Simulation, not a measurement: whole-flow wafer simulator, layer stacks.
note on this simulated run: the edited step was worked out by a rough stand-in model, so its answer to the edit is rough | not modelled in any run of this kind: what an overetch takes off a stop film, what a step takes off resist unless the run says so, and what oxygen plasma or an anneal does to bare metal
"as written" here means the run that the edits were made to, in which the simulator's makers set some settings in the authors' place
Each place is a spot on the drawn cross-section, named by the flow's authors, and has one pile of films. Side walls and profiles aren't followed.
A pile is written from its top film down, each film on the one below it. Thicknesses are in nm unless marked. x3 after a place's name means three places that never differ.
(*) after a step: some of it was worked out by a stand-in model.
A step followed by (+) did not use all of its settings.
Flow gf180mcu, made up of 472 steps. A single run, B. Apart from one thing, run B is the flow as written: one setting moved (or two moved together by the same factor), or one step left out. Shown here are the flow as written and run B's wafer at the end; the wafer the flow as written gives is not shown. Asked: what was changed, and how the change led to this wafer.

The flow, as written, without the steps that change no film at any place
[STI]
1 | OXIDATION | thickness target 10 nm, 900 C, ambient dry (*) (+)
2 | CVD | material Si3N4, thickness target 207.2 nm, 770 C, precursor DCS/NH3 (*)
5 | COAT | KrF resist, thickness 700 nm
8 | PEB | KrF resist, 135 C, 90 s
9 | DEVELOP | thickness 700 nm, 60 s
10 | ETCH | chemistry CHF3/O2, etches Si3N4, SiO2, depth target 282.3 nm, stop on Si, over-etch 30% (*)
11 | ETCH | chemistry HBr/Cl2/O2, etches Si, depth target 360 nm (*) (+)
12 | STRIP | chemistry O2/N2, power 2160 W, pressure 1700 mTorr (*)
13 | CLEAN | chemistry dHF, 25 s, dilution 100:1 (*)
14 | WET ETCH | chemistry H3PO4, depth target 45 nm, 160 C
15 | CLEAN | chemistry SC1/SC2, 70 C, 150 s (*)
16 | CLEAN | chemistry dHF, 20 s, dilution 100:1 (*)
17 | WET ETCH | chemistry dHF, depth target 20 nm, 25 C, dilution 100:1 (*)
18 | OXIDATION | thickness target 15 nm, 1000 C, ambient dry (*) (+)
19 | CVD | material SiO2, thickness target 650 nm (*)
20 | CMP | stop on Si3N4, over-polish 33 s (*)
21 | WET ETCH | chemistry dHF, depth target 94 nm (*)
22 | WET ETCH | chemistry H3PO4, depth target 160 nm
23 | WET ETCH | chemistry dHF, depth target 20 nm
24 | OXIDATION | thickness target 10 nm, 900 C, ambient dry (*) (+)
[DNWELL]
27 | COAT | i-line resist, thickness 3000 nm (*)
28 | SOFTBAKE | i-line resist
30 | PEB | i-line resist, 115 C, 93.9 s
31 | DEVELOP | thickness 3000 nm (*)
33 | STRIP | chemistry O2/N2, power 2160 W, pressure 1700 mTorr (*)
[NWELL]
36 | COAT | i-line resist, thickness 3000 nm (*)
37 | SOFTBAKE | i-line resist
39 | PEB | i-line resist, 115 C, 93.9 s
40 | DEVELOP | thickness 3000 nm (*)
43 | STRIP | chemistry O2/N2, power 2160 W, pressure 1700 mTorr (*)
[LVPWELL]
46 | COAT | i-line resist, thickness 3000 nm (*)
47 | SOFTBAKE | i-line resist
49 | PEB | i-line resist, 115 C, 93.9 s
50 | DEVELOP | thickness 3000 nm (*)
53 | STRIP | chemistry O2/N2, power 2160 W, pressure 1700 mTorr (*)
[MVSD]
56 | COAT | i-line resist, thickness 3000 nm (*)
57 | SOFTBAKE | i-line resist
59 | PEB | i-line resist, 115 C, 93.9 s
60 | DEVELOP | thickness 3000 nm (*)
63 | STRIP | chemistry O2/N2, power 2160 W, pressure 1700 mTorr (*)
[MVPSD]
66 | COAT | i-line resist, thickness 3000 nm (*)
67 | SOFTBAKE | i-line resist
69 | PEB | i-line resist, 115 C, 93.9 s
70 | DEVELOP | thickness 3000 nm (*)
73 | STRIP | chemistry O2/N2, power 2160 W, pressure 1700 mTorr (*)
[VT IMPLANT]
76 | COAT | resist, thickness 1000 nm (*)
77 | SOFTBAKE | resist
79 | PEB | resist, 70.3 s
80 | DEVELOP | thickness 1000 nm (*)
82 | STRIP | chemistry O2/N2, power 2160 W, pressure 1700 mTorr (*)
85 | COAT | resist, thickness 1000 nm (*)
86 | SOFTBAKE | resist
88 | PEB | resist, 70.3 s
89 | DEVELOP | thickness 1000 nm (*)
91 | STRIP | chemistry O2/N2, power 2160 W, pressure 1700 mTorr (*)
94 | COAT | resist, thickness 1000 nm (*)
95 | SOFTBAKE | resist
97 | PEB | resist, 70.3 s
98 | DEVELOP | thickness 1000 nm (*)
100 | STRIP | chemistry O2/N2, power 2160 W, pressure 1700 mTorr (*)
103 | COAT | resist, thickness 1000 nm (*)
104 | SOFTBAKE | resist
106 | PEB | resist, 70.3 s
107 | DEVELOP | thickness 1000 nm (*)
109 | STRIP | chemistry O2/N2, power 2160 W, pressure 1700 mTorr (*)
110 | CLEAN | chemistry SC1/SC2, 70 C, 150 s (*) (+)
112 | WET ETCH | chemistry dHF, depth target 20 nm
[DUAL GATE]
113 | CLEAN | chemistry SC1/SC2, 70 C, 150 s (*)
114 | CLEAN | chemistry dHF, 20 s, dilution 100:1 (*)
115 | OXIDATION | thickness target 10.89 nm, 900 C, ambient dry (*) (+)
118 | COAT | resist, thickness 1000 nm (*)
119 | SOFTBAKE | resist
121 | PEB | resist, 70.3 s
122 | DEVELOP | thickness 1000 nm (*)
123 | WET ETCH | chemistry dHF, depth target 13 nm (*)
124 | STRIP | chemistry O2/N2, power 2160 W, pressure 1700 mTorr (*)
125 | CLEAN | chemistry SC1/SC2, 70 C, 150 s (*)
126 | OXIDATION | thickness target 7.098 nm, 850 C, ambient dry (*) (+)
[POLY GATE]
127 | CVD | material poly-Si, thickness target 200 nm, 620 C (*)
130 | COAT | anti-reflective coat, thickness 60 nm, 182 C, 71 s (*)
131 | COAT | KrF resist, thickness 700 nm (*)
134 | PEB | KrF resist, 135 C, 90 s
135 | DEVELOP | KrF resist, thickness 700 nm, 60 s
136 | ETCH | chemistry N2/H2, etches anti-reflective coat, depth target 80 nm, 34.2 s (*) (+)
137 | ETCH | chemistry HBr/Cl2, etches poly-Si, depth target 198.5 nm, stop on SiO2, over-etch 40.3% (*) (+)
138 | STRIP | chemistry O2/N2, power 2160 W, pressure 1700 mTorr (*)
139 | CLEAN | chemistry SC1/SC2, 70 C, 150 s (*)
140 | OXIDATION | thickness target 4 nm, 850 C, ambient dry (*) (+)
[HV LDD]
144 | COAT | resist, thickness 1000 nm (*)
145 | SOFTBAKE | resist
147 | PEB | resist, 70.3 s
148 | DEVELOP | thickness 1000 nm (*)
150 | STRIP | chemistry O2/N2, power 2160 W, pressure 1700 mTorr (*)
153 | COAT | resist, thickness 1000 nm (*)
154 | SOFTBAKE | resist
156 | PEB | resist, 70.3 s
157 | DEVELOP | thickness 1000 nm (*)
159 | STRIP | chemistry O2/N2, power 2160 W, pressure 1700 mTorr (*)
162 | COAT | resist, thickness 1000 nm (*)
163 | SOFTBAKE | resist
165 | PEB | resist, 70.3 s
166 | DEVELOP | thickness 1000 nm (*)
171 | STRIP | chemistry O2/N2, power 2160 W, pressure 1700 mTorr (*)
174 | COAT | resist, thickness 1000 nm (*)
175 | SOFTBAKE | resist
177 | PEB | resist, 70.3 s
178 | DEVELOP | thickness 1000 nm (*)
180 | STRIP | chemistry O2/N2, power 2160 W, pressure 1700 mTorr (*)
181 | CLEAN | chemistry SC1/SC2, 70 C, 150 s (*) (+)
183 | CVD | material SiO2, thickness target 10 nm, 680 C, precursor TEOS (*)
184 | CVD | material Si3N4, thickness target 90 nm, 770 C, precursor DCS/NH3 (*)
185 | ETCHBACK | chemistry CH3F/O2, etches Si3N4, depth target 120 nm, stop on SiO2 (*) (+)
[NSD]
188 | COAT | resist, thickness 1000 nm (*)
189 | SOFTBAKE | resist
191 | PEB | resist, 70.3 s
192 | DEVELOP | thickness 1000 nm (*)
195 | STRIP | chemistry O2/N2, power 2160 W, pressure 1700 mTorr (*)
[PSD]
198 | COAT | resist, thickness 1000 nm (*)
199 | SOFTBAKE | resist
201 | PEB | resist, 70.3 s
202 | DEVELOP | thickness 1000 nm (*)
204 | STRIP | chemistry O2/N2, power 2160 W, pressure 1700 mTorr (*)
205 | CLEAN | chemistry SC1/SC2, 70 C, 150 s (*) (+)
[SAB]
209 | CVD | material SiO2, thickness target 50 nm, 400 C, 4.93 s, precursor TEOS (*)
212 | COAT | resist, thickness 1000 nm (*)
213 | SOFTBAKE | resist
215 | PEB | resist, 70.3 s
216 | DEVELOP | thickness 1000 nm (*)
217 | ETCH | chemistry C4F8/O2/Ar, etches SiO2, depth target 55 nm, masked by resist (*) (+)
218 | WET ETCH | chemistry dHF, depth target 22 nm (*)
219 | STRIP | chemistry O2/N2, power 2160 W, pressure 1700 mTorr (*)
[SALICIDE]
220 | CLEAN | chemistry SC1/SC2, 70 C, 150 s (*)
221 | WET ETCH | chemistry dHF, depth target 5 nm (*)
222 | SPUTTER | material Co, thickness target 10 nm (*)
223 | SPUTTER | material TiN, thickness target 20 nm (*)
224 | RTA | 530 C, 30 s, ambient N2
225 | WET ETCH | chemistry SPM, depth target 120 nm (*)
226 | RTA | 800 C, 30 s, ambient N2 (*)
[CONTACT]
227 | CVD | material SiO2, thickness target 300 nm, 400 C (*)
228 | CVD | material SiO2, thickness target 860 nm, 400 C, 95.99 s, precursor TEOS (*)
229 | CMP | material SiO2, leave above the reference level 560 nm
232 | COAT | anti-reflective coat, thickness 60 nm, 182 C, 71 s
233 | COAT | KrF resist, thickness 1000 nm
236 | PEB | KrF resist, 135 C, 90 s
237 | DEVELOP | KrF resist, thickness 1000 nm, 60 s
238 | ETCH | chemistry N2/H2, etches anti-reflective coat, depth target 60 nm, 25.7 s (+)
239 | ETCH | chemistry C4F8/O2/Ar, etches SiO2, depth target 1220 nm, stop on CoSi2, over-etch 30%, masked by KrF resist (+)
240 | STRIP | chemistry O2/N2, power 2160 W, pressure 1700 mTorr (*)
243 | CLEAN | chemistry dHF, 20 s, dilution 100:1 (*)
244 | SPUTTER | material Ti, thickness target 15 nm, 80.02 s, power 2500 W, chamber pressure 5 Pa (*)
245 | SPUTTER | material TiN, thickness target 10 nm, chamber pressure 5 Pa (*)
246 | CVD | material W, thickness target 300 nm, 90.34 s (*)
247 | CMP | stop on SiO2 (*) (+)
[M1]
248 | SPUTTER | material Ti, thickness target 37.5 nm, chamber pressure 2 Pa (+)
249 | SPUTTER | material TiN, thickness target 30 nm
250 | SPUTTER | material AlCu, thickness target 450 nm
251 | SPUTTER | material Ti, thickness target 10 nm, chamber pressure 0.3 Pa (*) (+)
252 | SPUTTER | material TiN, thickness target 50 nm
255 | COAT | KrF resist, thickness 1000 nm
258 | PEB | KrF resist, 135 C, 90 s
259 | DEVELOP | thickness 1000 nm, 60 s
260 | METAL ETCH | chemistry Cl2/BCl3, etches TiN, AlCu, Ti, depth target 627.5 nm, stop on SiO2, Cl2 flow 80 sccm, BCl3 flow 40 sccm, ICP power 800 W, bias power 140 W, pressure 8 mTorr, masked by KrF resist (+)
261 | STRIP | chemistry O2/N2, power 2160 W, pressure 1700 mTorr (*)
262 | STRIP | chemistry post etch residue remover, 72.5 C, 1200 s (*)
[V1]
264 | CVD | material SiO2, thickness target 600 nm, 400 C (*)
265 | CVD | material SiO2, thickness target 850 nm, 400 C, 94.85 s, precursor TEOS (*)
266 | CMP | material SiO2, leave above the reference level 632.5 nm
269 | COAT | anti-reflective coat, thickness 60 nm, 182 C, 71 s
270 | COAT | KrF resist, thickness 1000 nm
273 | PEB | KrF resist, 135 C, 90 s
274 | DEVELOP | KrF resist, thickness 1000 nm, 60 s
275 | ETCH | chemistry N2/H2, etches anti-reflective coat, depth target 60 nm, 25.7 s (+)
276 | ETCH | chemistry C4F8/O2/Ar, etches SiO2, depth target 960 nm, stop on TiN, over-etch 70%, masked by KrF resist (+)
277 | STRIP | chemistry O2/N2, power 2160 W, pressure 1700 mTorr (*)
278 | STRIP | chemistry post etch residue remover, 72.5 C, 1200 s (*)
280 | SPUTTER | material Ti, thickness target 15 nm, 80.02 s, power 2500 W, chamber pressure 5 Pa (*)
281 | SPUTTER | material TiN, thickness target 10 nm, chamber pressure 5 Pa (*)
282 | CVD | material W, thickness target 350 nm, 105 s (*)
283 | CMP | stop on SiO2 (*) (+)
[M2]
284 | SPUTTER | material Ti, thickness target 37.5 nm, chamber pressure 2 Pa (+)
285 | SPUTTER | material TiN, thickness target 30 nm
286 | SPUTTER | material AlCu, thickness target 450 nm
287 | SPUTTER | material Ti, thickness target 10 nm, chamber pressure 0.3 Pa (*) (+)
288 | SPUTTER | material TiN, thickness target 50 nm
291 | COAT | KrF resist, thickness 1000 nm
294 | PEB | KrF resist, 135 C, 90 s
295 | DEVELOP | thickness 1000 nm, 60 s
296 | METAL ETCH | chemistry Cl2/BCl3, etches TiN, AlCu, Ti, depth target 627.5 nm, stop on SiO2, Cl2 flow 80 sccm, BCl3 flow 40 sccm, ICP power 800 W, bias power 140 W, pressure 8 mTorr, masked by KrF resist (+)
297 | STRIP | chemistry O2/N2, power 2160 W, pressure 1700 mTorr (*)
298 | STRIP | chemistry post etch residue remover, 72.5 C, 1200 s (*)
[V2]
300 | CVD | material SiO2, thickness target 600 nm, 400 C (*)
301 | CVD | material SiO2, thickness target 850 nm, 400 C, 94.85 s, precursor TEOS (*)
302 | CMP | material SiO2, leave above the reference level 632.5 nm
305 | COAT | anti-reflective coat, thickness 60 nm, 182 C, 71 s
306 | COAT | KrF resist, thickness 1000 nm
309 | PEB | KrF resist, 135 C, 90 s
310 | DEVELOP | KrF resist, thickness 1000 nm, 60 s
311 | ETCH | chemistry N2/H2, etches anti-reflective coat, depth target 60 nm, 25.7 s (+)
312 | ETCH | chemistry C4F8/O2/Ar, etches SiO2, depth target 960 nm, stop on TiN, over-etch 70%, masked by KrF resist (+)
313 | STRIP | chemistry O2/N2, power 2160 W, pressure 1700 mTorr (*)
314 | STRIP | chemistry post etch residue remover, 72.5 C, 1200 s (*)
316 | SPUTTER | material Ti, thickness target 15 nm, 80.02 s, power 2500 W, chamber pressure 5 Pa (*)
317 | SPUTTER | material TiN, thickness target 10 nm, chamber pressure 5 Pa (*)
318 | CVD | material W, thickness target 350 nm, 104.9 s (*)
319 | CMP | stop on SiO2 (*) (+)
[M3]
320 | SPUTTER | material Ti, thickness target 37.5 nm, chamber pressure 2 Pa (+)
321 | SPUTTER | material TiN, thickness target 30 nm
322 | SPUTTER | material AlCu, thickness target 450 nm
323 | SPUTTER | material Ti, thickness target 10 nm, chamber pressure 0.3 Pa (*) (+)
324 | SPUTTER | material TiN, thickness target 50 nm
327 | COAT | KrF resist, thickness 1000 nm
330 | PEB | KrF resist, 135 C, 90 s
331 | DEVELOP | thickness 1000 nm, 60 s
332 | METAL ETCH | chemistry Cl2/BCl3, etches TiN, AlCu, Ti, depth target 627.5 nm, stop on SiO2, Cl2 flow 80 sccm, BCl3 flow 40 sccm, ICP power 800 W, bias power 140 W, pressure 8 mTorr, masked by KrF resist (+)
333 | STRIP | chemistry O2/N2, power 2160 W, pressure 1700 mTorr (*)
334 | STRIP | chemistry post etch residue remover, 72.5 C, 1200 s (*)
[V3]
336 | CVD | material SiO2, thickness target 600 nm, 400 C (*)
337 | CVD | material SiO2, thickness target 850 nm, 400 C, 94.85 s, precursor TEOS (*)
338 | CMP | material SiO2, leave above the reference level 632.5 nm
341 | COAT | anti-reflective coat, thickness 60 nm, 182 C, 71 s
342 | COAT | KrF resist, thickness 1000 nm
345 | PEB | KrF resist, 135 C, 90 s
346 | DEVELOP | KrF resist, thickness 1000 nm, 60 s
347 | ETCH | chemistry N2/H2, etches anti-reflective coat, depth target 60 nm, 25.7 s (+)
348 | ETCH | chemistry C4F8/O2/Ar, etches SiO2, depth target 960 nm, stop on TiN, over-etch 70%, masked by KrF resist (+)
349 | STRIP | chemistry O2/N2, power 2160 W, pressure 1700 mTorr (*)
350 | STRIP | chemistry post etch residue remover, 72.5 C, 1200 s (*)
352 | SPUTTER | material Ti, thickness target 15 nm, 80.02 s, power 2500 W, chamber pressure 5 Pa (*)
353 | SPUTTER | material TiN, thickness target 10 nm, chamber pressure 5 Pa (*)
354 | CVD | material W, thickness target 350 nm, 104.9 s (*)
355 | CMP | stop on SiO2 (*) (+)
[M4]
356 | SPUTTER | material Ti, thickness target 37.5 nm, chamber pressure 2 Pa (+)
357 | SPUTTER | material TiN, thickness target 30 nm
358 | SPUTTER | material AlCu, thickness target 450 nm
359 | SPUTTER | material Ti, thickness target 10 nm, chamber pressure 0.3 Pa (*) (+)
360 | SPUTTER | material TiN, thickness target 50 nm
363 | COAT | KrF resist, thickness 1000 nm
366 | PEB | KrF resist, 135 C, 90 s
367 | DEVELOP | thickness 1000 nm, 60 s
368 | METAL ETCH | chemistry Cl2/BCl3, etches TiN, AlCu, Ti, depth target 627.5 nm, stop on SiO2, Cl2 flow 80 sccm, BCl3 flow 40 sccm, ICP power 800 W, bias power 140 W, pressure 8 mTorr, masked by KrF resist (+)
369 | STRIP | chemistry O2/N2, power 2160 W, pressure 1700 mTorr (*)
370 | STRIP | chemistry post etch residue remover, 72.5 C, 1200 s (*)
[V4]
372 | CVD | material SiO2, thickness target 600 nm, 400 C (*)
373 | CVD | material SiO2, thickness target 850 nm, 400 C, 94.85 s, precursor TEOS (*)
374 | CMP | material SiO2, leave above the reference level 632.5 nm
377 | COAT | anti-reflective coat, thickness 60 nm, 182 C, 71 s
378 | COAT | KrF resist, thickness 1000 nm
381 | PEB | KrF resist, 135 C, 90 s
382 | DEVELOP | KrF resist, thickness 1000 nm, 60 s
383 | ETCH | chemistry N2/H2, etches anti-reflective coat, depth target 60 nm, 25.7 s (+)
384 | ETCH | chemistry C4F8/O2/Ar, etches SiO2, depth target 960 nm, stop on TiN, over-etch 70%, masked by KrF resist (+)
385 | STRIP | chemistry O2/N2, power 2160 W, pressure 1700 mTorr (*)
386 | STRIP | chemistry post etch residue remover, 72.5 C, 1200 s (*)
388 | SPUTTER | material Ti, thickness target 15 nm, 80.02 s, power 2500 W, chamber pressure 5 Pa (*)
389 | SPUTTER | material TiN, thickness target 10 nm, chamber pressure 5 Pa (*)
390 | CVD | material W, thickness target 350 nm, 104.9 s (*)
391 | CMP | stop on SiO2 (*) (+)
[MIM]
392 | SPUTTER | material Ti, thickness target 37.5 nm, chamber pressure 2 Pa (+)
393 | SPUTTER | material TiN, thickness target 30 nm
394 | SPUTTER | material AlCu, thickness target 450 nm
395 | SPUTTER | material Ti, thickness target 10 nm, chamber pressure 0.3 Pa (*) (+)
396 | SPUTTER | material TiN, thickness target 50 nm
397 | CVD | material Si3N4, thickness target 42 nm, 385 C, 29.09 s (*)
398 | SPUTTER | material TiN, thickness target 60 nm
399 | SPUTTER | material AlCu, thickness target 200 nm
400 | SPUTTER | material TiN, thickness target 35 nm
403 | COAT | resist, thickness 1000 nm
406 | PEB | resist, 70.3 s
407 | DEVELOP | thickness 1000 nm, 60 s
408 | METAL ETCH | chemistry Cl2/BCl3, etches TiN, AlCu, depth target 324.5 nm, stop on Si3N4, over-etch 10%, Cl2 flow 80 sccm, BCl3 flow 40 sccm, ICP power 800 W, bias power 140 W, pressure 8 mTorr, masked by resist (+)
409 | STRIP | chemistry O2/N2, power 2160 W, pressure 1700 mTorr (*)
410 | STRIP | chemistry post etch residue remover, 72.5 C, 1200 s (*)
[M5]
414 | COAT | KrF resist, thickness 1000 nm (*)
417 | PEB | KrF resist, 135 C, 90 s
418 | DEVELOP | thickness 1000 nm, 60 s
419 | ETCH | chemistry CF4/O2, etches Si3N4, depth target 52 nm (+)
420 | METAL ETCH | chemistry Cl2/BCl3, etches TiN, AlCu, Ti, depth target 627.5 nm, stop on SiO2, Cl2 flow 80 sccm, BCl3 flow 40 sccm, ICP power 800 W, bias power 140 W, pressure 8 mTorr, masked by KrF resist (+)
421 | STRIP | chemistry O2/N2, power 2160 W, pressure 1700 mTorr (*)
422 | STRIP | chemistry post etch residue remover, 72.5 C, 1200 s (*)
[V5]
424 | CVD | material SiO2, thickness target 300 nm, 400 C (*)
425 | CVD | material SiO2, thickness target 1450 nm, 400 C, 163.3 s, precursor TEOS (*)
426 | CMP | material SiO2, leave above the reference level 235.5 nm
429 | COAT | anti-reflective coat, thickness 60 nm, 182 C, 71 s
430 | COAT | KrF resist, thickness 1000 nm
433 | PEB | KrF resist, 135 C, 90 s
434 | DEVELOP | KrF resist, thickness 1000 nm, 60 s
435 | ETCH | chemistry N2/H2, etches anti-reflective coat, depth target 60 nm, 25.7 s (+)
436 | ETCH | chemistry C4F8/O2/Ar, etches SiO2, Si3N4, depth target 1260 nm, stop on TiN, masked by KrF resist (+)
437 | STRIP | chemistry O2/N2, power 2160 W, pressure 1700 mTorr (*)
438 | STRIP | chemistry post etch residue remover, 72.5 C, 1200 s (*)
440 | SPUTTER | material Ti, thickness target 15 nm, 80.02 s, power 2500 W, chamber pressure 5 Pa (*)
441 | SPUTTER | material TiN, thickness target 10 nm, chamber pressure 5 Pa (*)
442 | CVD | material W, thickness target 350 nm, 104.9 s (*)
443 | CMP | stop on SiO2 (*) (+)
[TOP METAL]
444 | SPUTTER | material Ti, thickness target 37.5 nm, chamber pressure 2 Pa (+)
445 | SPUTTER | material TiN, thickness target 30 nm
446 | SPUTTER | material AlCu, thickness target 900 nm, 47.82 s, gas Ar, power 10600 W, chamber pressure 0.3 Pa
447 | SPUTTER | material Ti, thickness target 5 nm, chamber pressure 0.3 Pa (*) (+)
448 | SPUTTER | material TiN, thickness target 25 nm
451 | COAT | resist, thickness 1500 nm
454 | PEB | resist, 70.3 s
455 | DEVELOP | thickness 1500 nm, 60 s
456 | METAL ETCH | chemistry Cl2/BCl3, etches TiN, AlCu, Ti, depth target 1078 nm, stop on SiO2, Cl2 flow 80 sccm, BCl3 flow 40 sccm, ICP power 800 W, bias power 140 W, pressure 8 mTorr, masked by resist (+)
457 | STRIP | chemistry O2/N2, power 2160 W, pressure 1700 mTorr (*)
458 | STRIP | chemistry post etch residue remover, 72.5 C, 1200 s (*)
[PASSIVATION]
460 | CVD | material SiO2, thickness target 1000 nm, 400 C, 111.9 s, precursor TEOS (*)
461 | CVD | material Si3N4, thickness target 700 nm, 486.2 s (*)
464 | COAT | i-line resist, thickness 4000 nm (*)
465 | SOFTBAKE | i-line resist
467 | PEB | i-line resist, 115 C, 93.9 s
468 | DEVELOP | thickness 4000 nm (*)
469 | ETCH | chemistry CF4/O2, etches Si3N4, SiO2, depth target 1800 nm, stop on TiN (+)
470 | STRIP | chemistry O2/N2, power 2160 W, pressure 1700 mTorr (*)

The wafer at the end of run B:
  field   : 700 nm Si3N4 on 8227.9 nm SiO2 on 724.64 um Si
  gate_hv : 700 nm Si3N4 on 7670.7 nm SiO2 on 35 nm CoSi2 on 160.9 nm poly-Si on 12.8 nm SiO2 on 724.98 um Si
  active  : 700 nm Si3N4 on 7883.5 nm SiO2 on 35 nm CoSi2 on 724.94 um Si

The reason: step 115, OXIDATION: thickness target 9.254 nm was run, though the flow has thickness target 10.89 nm.

Step by step, how the change led to this:
  115 | OXIDATION | thickness target 10.89 nm, 900 C, ambient dry (*) (+)
      active, n_well, p_well and 40 more: +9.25 SiO2 (new film), -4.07 Si (it would be, as written: +10.9 SiO2 (new film), -4.79 Si)
  123 | WET ETCH | chemistry dHF, depth target 13 nm (*)
      active, n_well, p_well and 12 more: -9.25 SiO2 (all of it) (it would be, as written: -10.9 SiO2 (all of it))
  189 | SOFTBAKE | resist
      nw_enc_fld_lv__w3: -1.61 resist (it would be, as written: +2.11 resist)
  199 | SOFTBAKE | resist
      nw_enc_fld_lv__w3: -1.61 resist (it would be, as written: +2.11 resist)
  218 | WET ETCH | chemistry dHF, depth target 22 nm (*)
      ldn_tap, ldn_src, ldn_drn, ldp_tap, ldp_src, ldp_drn, ldp_gr: -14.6 SiO2 (all of it) (it would be, as written: -16 SiO2 (all of it))
      ld_drn_n, ld_sd_p: -13.4 SiO2 (all of it) (it would be, as written: -14.8 SiO2 (all of it))
      (as well as at 5 more places)
  223 | SPUTTER | material TiN, thickness target 20 nm (*)
      field__w12: +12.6 TiN (new film) (it would be, as written: +12 TiN (new film))
  225 | WET ETCH | chemistry SPM, depth target 120 nm (*)
      field__w12: -12.6 TiN (all of it), -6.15 Co (all of it) (it would be, as written: -12 TiN (all of it), -6.15 Co (all of it))
